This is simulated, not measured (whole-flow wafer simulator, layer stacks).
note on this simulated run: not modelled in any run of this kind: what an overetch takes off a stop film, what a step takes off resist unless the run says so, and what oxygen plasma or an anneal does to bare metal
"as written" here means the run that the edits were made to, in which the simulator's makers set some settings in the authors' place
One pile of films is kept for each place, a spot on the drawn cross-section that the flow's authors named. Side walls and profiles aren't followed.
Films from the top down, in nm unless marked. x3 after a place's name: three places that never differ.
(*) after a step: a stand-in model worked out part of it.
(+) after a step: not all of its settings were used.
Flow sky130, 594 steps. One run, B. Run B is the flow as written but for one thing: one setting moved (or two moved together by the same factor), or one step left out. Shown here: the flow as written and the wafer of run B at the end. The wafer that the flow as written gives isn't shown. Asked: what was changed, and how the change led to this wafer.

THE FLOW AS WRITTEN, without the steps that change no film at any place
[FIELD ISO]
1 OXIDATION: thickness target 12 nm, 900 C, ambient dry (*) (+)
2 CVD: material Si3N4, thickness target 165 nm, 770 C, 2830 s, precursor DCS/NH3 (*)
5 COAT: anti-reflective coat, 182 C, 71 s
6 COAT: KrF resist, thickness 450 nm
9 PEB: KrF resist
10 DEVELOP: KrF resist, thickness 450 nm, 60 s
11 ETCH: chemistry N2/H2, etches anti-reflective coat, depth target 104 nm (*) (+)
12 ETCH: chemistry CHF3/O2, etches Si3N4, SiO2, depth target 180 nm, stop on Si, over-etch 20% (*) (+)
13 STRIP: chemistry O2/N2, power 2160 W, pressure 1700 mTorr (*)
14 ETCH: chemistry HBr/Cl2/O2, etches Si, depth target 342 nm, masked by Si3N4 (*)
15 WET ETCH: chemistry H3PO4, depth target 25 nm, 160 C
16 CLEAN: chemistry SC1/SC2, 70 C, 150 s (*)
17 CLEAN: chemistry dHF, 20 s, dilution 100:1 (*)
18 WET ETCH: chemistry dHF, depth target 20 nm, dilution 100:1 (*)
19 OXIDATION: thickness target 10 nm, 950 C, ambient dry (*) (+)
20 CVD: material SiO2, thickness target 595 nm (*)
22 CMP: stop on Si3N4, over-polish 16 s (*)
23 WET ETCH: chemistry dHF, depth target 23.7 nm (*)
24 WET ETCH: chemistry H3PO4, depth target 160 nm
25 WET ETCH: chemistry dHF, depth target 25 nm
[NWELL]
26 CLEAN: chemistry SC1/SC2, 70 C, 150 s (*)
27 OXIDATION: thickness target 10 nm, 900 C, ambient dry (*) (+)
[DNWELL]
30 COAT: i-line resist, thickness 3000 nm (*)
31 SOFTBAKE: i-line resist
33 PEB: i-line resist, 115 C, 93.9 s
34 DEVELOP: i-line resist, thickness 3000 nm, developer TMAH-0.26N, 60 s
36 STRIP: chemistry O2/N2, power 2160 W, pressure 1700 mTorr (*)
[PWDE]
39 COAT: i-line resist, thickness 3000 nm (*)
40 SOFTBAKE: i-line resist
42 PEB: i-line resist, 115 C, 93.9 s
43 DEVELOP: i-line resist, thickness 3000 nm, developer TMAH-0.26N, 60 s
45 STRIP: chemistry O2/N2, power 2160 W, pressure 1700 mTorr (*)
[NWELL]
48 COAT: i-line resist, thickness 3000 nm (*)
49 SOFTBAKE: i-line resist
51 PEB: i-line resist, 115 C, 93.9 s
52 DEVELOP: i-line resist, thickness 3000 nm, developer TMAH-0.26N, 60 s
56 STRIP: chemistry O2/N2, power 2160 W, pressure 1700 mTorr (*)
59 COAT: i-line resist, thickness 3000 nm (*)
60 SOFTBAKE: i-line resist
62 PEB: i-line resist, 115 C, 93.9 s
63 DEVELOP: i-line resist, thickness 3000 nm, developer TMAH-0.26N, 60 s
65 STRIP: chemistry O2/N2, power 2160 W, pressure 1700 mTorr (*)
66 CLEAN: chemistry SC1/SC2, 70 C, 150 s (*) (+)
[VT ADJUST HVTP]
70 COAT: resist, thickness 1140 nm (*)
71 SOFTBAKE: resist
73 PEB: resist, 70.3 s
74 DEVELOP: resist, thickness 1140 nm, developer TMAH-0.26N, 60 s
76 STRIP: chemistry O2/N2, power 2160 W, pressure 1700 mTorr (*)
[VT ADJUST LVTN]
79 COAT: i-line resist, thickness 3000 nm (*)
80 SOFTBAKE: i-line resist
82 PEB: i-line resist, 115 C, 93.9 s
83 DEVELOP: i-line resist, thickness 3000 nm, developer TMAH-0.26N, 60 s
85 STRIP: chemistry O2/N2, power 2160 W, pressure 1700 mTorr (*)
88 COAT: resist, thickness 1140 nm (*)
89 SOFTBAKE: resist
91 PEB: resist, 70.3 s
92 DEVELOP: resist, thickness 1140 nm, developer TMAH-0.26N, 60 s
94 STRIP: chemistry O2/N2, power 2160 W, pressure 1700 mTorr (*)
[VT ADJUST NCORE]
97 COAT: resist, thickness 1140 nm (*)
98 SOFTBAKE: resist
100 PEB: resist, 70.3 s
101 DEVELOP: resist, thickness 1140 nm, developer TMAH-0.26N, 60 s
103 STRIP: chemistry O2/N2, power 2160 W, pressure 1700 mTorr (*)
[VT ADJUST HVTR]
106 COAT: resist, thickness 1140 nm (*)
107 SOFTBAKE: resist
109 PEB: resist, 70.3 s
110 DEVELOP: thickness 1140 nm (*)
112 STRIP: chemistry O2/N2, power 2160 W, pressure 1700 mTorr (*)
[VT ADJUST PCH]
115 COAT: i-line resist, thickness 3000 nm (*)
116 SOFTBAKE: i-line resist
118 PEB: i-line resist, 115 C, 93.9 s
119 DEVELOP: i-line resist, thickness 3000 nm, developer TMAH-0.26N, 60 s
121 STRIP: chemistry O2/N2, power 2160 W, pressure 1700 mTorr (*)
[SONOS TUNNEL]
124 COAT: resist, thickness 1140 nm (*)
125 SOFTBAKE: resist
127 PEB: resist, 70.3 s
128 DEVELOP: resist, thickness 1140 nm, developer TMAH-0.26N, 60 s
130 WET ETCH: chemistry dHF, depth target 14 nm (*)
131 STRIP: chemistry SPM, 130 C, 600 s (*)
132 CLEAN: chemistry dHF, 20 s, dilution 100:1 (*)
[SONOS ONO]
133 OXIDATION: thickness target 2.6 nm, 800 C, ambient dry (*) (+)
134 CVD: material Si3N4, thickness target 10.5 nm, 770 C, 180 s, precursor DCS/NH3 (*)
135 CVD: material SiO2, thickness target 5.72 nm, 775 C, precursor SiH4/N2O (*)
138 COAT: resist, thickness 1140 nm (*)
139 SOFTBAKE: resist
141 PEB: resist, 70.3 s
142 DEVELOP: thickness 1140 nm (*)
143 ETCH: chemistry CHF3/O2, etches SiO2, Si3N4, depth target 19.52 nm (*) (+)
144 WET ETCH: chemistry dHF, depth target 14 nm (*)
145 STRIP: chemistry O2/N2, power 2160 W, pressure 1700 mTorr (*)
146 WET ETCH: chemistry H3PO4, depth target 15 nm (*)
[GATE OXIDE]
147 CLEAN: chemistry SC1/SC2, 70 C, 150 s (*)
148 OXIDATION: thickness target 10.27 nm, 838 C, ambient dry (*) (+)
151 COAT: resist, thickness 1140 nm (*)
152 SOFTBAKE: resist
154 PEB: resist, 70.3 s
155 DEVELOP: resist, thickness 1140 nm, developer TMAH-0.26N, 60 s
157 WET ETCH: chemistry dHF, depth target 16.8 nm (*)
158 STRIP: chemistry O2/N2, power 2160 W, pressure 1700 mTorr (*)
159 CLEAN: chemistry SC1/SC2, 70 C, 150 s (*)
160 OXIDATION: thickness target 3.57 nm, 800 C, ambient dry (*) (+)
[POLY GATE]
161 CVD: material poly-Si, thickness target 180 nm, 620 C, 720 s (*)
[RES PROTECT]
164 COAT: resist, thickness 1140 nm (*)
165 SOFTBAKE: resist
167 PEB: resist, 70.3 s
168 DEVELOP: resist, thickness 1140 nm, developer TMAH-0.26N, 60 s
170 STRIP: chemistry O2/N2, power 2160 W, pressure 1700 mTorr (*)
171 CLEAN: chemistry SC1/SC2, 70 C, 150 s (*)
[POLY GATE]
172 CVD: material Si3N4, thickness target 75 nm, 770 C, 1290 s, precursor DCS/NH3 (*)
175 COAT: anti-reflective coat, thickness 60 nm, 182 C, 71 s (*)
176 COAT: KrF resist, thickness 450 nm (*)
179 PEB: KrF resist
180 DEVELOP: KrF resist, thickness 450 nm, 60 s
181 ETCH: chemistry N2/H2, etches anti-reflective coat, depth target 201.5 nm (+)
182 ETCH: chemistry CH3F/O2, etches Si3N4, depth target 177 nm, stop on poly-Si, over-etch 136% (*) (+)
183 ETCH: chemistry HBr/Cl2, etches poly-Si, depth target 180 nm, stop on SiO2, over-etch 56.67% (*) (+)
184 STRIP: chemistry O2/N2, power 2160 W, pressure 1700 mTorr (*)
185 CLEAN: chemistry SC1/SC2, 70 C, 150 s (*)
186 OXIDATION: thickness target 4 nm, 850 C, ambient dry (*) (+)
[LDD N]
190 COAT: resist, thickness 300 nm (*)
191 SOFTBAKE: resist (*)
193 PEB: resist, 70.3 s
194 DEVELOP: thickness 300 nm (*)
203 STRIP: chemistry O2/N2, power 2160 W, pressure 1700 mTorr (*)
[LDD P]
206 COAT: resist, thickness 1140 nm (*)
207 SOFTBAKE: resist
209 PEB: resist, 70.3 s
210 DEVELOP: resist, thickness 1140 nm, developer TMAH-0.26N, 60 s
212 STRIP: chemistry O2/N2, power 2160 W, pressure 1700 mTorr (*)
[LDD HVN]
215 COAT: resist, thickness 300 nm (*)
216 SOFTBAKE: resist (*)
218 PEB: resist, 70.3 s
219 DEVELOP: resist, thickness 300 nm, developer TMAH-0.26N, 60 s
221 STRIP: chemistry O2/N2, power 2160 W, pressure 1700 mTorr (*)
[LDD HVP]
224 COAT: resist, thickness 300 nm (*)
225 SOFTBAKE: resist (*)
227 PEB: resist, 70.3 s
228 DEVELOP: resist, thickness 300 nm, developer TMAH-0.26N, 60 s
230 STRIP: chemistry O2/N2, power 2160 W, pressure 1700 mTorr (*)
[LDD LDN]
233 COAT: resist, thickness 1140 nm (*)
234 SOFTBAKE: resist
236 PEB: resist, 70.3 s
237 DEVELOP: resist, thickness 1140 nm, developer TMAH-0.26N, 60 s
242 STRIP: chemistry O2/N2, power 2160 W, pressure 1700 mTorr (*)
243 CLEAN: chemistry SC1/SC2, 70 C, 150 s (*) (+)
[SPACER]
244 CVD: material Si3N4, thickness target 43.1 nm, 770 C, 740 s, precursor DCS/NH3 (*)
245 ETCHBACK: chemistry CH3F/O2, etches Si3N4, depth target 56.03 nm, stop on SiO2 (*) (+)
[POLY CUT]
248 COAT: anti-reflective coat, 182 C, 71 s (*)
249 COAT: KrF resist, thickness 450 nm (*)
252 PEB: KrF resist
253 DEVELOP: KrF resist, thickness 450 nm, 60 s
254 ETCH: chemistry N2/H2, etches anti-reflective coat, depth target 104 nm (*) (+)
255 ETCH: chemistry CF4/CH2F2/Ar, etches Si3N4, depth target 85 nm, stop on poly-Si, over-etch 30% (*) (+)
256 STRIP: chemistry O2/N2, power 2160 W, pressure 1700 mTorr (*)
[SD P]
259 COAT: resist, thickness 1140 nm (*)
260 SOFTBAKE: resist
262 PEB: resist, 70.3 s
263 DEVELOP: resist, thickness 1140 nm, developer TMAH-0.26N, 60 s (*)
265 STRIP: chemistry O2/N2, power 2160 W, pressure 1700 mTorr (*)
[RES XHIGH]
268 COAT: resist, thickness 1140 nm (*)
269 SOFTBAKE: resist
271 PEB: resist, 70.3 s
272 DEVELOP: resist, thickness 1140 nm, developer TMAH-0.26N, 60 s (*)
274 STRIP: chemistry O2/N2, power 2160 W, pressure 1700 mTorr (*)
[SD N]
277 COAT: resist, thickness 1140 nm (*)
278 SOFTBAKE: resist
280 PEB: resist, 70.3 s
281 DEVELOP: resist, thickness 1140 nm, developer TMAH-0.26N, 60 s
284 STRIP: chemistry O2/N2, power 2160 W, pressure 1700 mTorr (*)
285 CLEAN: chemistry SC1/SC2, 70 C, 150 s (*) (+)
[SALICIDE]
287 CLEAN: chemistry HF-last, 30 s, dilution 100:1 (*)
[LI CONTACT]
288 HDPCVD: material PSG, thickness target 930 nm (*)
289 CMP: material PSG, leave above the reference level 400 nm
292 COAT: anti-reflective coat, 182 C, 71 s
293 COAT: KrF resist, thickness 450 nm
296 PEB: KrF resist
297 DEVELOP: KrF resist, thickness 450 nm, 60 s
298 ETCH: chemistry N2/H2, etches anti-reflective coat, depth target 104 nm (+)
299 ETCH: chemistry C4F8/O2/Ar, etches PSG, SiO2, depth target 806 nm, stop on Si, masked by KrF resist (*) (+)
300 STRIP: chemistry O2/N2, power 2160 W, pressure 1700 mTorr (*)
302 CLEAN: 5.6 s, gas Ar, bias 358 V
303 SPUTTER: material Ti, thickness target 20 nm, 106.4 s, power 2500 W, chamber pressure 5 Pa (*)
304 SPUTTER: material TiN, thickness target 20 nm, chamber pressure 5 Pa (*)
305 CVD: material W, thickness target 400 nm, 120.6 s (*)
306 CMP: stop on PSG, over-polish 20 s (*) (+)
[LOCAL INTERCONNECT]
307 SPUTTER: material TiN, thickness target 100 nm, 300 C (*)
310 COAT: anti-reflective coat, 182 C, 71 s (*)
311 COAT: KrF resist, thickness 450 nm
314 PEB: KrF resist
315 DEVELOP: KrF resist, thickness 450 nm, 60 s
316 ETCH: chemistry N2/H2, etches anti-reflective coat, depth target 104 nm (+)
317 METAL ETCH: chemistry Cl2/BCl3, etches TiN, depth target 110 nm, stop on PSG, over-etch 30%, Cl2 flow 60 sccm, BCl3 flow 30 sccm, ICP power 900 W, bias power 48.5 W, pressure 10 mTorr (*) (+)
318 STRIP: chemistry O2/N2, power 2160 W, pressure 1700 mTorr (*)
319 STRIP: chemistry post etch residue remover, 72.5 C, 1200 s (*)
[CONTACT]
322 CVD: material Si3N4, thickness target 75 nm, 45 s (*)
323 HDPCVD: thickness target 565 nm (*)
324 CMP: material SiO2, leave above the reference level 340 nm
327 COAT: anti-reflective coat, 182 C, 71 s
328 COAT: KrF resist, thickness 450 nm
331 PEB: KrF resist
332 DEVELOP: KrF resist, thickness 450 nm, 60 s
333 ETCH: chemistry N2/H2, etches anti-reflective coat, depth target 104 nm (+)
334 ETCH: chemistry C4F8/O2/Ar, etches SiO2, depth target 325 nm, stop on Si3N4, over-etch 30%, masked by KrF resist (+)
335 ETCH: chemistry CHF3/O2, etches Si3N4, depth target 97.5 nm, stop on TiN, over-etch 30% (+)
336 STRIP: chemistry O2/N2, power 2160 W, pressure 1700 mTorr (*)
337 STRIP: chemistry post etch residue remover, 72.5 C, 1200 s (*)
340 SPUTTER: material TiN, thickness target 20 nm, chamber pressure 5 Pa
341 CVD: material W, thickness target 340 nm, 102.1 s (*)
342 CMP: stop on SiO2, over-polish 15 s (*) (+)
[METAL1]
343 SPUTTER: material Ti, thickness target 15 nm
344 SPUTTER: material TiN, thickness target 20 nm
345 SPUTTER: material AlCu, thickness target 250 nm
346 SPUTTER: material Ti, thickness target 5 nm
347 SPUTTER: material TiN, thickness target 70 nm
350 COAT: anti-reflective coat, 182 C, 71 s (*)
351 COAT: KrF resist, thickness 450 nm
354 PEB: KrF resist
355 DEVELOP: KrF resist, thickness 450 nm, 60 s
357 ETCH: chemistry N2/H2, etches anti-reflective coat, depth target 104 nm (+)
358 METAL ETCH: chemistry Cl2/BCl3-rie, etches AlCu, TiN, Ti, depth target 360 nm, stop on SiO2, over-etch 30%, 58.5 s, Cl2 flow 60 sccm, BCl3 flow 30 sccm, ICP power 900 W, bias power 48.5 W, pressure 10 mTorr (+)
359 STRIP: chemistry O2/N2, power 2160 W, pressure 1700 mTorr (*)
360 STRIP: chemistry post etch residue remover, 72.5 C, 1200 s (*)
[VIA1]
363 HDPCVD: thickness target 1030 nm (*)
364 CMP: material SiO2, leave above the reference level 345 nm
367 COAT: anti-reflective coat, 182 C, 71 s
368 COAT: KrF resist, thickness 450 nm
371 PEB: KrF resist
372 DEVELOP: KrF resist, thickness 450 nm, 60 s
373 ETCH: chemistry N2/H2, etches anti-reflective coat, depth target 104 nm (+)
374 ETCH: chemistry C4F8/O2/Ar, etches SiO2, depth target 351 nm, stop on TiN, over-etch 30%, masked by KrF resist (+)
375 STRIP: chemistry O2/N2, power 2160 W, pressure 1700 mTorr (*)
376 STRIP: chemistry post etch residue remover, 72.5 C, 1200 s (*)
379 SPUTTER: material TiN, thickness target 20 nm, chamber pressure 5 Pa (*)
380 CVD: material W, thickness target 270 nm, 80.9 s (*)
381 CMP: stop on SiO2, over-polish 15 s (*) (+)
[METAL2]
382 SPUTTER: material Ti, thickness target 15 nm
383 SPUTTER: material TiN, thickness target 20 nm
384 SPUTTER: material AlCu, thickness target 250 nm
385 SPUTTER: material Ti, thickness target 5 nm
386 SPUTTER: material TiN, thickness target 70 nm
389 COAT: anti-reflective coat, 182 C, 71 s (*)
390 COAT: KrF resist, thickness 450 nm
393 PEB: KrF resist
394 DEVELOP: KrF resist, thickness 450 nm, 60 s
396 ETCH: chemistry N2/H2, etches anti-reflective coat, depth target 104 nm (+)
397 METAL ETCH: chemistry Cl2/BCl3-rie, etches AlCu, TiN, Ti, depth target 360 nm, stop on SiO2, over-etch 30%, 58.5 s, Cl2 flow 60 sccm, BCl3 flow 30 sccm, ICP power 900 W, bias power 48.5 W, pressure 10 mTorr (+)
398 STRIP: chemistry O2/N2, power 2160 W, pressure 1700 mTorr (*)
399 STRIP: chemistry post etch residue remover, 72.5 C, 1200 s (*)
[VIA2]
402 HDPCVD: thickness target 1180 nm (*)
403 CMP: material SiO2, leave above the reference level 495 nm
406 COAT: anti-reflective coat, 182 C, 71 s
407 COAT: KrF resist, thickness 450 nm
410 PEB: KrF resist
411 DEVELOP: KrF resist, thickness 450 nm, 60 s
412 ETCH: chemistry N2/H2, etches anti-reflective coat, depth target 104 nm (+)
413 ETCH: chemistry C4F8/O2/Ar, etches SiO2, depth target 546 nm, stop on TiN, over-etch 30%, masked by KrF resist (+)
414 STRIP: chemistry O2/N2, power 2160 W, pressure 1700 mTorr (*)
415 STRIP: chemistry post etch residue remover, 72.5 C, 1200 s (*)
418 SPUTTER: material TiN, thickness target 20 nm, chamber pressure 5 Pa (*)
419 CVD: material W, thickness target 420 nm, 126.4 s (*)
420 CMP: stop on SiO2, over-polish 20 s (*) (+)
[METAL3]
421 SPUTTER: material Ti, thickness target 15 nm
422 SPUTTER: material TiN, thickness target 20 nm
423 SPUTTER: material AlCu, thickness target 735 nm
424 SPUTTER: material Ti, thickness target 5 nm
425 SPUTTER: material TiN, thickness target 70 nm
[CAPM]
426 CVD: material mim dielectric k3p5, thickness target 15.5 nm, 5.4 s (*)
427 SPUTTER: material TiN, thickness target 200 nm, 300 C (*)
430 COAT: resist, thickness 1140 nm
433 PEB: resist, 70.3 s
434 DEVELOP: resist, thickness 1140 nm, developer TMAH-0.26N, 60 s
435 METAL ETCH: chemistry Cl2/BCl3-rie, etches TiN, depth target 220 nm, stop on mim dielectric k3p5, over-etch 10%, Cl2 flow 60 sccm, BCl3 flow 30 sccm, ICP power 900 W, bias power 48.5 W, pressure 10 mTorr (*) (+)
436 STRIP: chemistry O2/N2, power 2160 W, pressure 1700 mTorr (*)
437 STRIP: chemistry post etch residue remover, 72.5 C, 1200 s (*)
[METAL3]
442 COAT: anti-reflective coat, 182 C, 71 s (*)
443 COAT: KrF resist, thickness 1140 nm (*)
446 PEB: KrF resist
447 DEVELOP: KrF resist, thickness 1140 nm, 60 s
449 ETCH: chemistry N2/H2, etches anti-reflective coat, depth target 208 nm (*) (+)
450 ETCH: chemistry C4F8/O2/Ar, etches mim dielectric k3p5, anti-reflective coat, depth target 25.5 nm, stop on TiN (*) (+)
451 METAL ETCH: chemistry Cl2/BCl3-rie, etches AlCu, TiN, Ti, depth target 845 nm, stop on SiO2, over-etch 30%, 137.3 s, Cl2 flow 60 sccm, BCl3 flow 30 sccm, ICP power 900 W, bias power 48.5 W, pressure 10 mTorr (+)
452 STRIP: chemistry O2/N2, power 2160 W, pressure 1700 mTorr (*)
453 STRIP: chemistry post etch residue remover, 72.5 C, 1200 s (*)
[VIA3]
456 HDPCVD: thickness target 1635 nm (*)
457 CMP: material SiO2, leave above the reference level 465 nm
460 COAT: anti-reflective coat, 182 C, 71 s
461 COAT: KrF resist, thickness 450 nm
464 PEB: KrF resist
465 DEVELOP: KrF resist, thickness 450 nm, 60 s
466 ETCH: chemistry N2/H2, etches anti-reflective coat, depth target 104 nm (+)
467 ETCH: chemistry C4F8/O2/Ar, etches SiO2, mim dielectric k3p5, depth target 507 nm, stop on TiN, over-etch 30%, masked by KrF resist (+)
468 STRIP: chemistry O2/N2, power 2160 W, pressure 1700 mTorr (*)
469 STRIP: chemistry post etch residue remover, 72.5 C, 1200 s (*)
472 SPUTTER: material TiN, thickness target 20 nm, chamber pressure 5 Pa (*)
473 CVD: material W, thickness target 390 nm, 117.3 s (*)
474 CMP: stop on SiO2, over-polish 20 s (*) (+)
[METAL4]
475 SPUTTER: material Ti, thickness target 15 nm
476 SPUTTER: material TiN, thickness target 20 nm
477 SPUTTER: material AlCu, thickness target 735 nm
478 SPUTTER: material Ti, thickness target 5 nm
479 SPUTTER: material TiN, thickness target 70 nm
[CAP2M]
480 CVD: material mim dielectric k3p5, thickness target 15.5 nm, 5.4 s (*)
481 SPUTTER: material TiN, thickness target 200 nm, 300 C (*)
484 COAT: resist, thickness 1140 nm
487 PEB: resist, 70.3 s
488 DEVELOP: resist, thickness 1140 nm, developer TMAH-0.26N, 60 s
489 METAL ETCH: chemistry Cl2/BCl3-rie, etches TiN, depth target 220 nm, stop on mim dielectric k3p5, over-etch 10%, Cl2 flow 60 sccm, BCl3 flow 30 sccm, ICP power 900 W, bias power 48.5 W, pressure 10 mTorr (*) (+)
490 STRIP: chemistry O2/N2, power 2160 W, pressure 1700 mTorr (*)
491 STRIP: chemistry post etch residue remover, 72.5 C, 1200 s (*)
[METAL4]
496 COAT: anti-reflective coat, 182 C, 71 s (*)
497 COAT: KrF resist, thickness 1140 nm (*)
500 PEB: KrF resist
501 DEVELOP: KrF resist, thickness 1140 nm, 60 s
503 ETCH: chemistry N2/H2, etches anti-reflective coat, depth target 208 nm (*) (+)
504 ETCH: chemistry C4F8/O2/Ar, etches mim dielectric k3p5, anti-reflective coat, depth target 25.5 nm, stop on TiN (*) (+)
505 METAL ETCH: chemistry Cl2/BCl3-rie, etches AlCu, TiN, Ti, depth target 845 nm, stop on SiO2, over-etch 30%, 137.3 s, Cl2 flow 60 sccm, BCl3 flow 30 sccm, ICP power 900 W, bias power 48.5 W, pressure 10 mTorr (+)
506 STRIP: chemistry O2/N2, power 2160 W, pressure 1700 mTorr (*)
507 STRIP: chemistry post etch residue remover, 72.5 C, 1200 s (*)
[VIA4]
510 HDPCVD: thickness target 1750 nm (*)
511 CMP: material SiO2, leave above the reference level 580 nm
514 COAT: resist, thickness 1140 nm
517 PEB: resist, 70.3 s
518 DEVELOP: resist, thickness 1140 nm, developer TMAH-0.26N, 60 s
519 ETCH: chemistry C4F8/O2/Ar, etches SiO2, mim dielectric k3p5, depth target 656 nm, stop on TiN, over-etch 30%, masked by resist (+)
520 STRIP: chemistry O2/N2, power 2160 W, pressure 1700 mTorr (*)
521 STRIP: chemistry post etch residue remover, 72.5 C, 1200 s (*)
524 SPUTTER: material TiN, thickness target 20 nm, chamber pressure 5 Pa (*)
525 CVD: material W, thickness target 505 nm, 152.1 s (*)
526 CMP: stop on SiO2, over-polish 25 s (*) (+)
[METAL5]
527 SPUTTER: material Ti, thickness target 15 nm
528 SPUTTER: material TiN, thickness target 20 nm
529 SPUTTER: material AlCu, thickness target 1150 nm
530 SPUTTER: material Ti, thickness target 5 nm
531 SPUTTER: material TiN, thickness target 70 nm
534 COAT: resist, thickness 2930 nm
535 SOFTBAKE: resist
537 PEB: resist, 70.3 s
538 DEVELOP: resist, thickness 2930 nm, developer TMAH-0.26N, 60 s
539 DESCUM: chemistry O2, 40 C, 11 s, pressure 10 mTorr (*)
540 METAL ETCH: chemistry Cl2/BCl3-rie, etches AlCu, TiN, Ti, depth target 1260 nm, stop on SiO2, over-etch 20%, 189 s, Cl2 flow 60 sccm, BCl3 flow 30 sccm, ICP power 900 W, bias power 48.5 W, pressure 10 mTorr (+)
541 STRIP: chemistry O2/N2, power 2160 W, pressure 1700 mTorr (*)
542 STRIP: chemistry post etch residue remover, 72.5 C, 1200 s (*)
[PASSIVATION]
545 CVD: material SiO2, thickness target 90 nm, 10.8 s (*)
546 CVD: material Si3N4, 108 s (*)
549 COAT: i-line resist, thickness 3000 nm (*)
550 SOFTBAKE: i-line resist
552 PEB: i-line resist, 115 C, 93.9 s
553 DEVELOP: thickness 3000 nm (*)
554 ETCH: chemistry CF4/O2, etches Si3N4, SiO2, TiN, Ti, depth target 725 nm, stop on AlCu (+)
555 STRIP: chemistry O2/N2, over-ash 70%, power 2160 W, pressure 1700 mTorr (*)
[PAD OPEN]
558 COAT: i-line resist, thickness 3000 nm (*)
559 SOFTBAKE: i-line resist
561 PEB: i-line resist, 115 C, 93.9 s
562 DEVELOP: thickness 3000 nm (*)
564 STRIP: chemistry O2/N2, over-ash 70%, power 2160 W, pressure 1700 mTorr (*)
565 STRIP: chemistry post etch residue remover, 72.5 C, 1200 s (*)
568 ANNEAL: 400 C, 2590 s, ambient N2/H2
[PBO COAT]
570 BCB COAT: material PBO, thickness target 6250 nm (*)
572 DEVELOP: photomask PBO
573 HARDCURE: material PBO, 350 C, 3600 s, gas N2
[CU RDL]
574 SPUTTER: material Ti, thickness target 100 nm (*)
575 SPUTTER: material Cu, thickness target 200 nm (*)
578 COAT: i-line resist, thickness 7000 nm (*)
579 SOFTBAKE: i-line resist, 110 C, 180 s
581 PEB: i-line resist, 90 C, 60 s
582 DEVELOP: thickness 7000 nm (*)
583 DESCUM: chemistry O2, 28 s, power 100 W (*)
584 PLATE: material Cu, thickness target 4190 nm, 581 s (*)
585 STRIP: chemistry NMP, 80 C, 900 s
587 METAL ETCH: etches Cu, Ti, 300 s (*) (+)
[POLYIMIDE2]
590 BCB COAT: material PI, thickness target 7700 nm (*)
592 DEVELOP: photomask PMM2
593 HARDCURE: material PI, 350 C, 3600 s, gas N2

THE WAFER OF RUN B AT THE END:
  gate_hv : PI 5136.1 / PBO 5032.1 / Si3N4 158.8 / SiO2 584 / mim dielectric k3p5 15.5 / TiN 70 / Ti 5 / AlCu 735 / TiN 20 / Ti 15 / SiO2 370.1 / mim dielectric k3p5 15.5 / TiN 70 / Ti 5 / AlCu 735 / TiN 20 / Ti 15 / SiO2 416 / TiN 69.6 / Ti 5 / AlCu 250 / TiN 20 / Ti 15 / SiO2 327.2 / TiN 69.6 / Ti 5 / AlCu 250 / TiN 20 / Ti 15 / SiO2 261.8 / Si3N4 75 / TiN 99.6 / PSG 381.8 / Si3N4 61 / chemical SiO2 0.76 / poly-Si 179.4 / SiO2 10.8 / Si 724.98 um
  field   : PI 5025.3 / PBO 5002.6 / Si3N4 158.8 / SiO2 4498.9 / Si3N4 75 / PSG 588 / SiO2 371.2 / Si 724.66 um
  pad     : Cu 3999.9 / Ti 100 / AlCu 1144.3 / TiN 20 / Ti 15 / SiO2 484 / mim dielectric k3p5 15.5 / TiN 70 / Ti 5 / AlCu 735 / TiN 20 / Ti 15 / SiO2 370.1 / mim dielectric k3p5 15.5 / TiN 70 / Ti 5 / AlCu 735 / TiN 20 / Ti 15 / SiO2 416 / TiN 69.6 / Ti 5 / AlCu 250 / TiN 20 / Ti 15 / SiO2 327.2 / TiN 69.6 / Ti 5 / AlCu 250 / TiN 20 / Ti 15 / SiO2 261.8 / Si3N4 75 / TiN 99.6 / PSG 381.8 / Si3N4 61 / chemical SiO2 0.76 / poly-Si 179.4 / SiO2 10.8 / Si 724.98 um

The cause: step 364, CMP: leave above the reference level 405 nm was run, where the flow has leave above the reference level 345 nm.

How the change led to this, step by step:
  364 CMP: material SiO2, leave above the reference level 345 nm
      n_well, p_well, gate_hv and 100 more: SiO2 -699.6 (as written it would be: SiO2 -759.6)
      field, active, gate and 81 more: SiO2 -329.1 (as written it would be: SiO2 -389.1)
      (and at 4 more places)
  374 ETCH: chemistry C4F8/O2/Ar, etches SiO2, depth target 351 nm, stop on TiN, over-etch 30%, masked by KrF resist (+)
      m1, via1_hole: SiO2 -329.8 (all of it) (as written it would be: SiO2 -269.8 (all of it))
  379 SPUTTER: material TiN, thickness target 20 nm, chamber pressure 5 Pa (*)
      m1: TiN +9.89 (as written it would be: TiN +11)
      via1_hole: TiN +9.87 (as written it would be: TiN +10.9)
  380 CVD: material W, thickness target 270 nm, 80.9 s (*)
      m1: W +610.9 (new film) (as written it would be: W +549.9 (new film))
      via1_hole: W +611 (new film) (as written it would be: W +549.9 (new film))
